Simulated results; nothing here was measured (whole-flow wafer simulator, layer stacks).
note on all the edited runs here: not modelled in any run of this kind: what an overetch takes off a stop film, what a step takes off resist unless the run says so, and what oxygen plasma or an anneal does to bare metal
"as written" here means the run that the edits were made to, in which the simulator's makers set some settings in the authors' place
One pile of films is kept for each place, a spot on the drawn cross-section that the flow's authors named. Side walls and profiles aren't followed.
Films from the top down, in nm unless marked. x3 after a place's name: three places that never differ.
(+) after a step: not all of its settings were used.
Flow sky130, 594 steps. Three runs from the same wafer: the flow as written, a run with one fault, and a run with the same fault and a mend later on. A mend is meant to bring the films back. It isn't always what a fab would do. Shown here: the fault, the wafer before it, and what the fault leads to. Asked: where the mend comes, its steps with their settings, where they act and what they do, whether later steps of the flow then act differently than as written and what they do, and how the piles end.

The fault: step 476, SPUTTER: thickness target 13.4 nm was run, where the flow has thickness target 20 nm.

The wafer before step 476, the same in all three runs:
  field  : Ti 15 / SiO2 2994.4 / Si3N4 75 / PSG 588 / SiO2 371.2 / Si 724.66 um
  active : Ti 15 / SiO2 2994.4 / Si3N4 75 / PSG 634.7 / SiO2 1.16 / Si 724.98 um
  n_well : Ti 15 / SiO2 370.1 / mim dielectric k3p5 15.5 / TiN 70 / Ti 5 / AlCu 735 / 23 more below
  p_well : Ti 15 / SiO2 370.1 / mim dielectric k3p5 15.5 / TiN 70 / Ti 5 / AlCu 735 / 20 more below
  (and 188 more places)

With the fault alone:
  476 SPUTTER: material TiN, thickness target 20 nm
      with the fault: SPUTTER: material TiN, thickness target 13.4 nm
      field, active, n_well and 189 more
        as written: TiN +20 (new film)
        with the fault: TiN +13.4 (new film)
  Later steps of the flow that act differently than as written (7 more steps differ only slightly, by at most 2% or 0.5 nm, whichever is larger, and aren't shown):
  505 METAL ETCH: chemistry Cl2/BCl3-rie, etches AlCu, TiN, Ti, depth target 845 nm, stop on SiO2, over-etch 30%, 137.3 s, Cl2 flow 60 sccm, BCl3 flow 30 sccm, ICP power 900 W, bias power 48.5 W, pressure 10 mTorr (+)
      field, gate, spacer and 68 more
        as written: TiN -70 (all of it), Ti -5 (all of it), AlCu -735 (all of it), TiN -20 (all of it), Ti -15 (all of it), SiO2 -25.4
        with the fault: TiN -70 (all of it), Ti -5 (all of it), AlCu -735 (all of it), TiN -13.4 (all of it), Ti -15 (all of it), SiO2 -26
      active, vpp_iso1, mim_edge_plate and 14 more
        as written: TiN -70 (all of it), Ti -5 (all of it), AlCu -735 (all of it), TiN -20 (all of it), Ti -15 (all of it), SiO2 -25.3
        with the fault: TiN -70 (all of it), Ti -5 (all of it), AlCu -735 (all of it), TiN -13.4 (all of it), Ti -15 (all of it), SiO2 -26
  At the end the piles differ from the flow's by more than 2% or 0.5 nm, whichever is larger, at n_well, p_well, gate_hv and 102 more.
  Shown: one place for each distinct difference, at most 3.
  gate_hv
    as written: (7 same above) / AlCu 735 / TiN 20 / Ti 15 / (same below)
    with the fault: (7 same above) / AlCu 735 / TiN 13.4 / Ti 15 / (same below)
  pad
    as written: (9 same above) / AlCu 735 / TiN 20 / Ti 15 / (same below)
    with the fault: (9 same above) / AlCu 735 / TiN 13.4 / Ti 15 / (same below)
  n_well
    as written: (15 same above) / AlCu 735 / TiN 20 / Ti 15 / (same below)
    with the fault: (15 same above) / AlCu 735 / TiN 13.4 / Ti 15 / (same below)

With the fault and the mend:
  The mend comes after step 476.
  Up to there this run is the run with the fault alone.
  476a SPUTTER: material TiN, thickness target 6.6 nm (the flow's step 476 once more, with other settings)
      field, active, n_well and 189 more
        TiN +6.6
  No later step of the flow acts differently than as written at any place that is followed.
  At the end the piles are the same as the flow's at every place that both follow.
